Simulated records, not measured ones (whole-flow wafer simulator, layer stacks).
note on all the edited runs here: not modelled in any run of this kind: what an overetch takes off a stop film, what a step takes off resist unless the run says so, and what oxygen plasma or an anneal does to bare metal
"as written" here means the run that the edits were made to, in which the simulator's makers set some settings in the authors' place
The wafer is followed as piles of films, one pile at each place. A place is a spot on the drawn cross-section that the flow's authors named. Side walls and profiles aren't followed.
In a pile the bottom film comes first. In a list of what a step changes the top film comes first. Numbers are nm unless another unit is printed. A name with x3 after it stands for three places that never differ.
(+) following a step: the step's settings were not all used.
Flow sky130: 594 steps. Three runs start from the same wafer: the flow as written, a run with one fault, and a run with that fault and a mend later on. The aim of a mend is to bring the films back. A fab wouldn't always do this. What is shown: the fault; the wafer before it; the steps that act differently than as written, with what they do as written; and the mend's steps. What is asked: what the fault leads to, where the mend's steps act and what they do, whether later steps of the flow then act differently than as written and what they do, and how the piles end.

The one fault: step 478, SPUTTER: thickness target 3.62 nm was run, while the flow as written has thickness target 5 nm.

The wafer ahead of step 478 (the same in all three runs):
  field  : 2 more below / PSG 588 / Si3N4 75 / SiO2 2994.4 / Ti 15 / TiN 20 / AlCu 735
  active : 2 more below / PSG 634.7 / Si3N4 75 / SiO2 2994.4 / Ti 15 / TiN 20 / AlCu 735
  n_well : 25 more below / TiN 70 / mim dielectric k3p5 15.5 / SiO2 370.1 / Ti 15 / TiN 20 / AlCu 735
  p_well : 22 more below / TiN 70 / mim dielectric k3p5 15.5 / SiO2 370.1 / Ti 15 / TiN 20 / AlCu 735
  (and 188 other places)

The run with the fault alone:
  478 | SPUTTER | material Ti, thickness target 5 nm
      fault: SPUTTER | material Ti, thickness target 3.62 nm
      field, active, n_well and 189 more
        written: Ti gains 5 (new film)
        fault: Ti gains 3.62 (new film)
  Later steps of the flow acting differently than as written (8 other steps are not shown; they differ only slightly, by no more than 2% or 0.5 nm, whichever is larger):
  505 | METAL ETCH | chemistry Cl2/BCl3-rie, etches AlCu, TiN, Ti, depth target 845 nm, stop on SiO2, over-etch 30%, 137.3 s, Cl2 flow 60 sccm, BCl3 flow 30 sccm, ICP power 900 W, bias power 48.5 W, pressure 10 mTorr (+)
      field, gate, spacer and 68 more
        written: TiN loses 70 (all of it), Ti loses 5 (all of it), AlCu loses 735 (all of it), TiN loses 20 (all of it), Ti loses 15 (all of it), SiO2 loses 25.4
        fault: TiN loses 70 (all of it), Ti loses 3.62 (all of it), AlCu loses 735 (all of it), TiN loses 20 (all of it), Ti loses 15 (all of it), SiO2 loses 25.5
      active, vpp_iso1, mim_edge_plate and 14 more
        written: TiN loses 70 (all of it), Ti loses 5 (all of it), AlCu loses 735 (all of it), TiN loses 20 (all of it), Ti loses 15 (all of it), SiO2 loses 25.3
        fault: TiN loses 70 (all of it), Ti loses 3.62 (all of it), AlCu loses 735 (all of it), TiN loses 20 (all of it), Ti loses 15 (all of it), SiO2 loses 25.5
  At n_well, p_well, gate_hv and 102 more, the piles at the end differ from the flow's by more than 2% or 0.5 nm, whichever is larger.
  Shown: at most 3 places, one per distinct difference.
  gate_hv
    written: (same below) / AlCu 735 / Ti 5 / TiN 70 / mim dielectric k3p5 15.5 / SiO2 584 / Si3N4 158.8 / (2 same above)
    fault: (same below) / AlCu 735 / Ti 3.62 / TiN 70 / mim dielectric k3p5 15.5 / SiO2 585.4 / Si3N4 158.8 / (2 same above)
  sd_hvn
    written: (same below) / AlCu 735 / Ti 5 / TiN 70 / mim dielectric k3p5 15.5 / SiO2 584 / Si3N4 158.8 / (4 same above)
    fault: (same below) / AlCu 735 / Ti 3.62 / TiN 70 / mim dielectric k3p5 15.5 / SiO2 585.4 / Si3N4 158.8 / (4 same above)
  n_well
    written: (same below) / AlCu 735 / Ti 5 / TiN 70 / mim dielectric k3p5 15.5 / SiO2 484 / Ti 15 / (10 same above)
    fault: (same below) / AlCu 735 / Ti 3.62 / TiN 70 / mim dielectric k3p5 15.5 / SiO2 485.4 / Ti 15 / (10 same above)

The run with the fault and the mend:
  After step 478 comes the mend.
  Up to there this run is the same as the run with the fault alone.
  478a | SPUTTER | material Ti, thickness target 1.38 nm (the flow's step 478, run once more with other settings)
      field, active, n_well and 189 more
        Ti gains 1.38
  None of the later steps of the flow acts differently than as written at any place that is followed.
  The piles end the same as the flow's at every place that both follow.
